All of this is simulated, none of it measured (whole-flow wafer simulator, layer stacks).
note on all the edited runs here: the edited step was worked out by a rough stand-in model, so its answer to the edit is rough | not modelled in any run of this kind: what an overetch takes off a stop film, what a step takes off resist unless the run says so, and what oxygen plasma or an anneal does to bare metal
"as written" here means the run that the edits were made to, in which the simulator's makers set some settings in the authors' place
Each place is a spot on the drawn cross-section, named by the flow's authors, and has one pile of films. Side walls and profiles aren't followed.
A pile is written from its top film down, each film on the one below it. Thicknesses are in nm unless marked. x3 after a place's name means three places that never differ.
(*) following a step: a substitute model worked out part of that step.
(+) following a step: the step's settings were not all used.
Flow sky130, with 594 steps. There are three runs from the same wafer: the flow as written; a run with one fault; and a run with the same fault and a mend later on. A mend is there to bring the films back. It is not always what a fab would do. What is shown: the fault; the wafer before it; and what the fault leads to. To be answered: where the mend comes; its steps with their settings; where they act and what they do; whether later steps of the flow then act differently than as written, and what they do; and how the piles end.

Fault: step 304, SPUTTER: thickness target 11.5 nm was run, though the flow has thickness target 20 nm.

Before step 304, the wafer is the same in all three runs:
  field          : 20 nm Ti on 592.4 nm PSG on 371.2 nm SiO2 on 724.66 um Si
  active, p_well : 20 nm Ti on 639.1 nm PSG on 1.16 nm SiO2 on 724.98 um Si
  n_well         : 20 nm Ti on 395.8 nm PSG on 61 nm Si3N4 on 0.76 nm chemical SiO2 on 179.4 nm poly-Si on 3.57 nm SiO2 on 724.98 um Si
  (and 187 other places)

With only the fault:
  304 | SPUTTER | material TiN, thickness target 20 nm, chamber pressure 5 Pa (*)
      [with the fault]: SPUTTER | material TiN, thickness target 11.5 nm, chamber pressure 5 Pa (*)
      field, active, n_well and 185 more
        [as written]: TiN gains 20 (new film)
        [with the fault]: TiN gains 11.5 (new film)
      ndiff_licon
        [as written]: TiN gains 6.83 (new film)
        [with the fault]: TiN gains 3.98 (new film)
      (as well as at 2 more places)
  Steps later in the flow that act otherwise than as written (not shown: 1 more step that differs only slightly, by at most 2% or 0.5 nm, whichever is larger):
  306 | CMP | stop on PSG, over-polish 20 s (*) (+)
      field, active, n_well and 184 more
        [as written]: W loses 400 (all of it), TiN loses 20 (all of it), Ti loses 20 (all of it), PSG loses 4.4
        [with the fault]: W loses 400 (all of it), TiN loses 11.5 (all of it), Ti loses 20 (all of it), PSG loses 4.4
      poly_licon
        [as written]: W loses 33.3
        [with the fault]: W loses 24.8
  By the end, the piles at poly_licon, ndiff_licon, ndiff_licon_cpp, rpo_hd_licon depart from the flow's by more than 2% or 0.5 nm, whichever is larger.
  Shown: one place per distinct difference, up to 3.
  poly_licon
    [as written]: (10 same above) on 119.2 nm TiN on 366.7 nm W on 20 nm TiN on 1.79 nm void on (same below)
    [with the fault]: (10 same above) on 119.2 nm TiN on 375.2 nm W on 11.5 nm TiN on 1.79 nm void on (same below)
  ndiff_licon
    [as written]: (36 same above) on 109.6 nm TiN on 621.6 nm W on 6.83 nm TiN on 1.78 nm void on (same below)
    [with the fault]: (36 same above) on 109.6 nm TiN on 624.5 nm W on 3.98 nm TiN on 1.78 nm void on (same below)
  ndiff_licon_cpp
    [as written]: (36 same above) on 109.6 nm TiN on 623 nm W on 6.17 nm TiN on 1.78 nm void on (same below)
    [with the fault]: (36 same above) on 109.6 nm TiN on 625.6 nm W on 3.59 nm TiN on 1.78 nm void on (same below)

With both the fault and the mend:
  After step 304 comes the mend.
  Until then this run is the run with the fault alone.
  304a | SPUTTER | material TiN, thickness target 8.5 nm, chamber pressure 5 Pa (*) (a further turn of the flow's step 304, with different settings)
      field, active, n_well and 185 more
        TiN gains 8.5
      ndiff_licon
        TiN gains 2.85
      ndiff_licon_cpp
        TiN gains 2.58
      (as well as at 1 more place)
  Every later step of the flow that is run acts as written, at every place that is followed, to within 2% or 0.5 nm, whichever is larger.
  At the end the piles are close to the flow's at the places that both follow, differing by at most 2% or 0.5 nm, whichever is larger.
